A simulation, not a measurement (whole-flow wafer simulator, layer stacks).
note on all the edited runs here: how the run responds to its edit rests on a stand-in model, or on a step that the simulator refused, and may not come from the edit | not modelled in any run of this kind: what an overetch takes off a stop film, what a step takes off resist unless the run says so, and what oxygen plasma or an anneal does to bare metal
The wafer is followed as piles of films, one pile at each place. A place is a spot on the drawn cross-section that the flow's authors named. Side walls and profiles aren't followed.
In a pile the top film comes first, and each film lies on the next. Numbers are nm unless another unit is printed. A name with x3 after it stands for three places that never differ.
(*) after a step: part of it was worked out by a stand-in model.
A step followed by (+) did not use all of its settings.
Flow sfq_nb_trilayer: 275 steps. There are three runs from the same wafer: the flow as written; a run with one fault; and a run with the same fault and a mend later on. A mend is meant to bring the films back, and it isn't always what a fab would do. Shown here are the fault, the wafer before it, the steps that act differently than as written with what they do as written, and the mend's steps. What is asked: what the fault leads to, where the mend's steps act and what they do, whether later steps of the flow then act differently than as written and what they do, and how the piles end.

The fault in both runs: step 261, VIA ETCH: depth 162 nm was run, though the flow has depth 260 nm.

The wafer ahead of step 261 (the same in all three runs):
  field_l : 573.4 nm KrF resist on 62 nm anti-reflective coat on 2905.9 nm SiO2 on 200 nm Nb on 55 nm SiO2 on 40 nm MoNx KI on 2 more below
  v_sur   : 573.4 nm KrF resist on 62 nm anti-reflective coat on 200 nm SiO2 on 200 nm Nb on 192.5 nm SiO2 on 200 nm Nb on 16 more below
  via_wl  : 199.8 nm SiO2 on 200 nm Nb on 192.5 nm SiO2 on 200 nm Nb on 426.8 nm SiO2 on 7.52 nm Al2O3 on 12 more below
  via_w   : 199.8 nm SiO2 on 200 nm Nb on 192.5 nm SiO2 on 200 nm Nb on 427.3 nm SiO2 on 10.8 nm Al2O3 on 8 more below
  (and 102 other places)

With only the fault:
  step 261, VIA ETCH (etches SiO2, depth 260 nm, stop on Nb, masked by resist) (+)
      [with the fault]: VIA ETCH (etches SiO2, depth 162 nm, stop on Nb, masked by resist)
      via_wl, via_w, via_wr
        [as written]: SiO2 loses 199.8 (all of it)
        [with the fault]: SiO2 loses 162
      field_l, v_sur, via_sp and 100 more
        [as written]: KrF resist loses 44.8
        [with the fault]: KrF resist loses 27.9
  Steps later in the flow that act otherwise than as written (not shown: 3 more steps that differ only slightly, by at most 2% or 0.5 nm, whichever is larger):
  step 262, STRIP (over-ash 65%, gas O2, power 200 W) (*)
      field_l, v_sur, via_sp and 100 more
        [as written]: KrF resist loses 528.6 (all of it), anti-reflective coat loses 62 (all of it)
        [with the fault]: KrF resist loses 545.5 (all of it), anti-reflective coat loses 62 (all of it)
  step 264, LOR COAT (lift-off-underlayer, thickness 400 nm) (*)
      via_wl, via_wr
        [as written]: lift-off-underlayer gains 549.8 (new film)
        [with the fault]: lift-off-underlayer gains 521.4 (new film)
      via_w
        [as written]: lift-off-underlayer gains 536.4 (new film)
        [with the fault]: lift-off-underlayer gains 510.6 (new film)
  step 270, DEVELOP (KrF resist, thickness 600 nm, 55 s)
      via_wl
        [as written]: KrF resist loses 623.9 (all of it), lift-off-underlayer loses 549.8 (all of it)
        [with the fault]: KrF resist loses 619.1 (all of it), lift-off-underlayer loses 521.4 (all of it)
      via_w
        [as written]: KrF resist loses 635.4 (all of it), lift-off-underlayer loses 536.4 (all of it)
        [with the fault]: KrF resist loses 628.5 (all of it), lift-off-underlayer loses 510.6 (all of it)
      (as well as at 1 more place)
  At via_wl, via_w, via_wr, the piles at the end differ from the flow's by more than 2% or 0.5 nm, whichever is larger.
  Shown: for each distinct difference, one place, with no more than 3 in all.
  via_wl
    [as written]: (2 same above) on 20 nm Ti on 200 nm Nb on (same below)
    [with the fault]: (2 same above) on 20 nm Ti on 37.8 nm SiO2 on 200 nm Nb on (same below)

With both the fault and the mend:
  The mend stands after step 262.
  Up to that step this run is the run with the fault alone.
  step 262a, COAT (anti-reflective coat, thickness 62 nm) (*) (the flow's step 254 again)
      p4_fl x3, p4_w1 x9, p4_g1 x2 and 63 more
        anti-reflective coat gains 62 (new film)
      r_sur, res, r_end and 9 more
        anti-reflective coat gains 61.7 (new film)
      ce_l, c5j, ce_r, sp_r, be_r
        anti-reflective coat gains 61.6 (new film)
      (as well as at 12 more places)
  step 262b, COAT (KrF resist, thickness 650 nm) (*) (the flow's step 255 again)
      p4_fl x3, p4_w1 x9, p4_g1 x2 and 63 more
        KrF resist gains 650 (new film)
      moat, field_r, lsp_l, ln_m5, lsp_m, ln_m6, lsp_r, l0_sur
        KrF resist gains 649.4 (new film)
      r_sur, res, r_end, l0v
        KrF resist gains 649.3 (new film)
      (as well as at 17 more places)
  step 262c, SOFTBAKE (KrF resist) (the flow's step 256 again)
      does not change any film at any place that is followed
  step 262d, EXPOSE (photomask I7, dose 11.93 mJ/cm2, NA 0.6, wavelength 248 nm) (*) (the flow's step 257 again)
      does not change any film at any place that is followed
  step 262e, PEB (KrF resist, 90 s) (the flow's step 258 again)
      ce_l, c5j, ce_r and 91 more
        KrF resist loses 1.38
      v_sur, wire, be, be_sur, gap, jj_sur
        KrF resist loses 1.37
      field_l, via_sp, via_v
        KrF resist loses 1.36
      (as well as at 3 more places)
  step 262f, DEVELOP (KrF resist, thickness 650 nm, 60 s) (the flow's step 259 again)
      field_l, v_sur, via_sp and 100 more
        KrF resist loses 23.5
      via_wl
        KrF resist loses 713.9 (all of it)
      via_w
        KrF resist loses 758.7 (all of it)
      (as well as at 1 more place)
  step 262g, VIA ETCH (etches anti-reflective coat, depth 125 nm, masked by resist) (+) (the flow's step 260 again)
      field_l, v_sur, via_sp and 100 more
        KrF resist loses 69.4
      via_wl, via_wr
        anti-reflective coat loses 125
      via_w
        anti-reflective coat loses 79.5 (all of it), SiO2 loses 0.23
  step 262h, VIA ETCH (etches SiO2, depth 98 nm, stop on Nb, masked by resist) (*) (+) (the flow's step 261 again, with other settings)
      field_l, v_sur, via_sp and 100 more
        KrF resist loses 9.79
      via_wl, via_wr
        anti-reflective coat loses 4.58 (all of it), SiO2 loses 37.8 (all of it)
      via_w
        SiO2 loses 37.6 (all of it)
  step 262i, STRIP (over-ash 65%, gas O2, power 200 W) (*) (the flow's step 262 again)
      p4_fl x3, p4_w1 x9, p4_g1 x2 and 63 more
        KrF resist loses 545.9 (all of it), anti-reflective coat loses 62 (all of it)
      field_r, lsp_l, ln_m5, lsp_m, ln_m6, lsp_r, l0_sur
        KrF resist loses 545.3 (all of it), anti-reflective coat loses 61.7 (all of it)
      res, r_end, moat, l0v
        KrF resist loses 545.2 (all of it), anti-reflective coat loses 61.7 (all of it)
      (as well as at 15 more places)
  None of the later steps of the flow acts differently than as written at any place that is followed.
  The piles end the same as the flow's at every place that both follow.
